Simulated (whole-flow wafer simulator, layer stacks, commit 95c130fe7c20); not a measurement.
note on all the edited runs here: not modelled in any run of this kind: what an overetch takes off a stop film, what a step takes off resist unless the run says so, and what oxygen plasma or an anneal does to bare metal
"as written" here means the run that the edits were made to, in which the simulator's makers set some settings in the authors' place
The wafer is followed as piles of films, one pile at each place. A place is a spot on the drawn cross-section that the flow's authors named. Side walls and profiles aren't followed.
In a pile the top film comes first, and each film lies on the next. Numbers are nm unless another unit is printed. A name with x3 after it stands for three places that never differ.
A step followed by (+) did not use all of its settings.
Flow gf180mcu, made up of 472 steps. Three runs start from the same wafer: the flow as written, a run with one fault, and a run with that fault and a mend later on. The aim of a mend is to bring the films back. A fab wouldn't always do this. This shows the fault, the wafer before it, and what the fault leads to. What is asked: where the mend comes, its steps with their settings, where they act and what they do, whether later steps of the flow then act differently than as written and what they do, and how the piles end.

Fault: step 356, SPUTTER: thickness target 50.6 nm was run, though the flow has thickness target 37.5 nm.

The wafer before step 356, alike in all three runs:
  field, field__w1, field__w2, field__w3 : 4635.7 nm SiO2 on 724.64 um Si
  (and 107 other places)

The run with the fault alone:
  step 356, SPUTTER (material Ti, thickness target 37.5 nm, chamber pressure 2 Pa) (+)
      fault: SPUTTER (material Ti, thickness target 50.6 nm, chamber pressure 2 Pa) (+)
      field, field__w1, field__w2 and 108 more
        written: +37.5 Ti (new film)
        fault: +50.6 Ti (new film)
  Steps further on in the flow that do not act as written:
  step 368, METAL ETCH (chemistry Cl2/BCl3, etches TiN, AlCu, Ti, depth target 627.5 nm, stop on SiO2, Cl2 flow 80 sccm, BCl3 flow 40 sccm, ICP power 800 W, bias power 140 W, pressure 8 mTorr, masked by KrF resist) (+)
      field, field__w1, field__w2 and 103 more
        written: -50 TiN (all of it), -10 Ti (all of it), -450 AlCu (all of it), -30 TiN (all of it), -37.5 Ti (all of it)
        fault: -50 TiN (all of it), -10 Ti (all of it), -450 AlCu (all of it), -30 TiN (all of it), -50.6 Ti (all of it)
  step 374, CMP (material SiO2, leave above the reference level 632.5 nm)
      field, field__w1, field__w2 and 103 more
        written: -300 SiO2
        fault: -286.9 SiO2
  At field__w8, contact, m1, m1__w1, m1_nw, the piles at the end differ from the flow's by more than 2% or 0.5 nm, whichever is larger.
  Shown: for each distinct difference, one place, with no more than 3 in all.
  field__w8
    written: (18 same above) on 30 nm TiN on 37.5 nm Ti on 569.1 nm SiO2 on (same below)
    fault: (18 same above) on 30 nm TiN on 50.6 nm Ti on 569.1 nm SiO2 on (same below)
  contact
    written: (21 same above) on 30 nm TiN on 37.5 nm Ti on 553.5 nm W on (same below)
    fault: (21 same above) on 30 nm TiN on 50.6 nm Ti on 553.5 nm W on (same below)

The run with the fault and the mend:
  After step 356 comes the mend.
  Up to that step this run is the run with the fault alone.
  step 356a, METAL ETCH (chemistry Cl2/BCl3, etches TiN, AlCu, Ti, depth target 13.1 nm, Cl2 flow 80 sccm, BCl3 flow 40 sccm, ICP power 800 W, bias power 140 W, pressure 8 mTorr) (the flow's step 260 again, with other settings)
      field, field__w1, field__w2 and 108 more
        -13.1 Ti
  None of the later steps of the flow acts differently than as written at any place that is followed.
  By the end, the piles equal the flow's at every place that both follow.
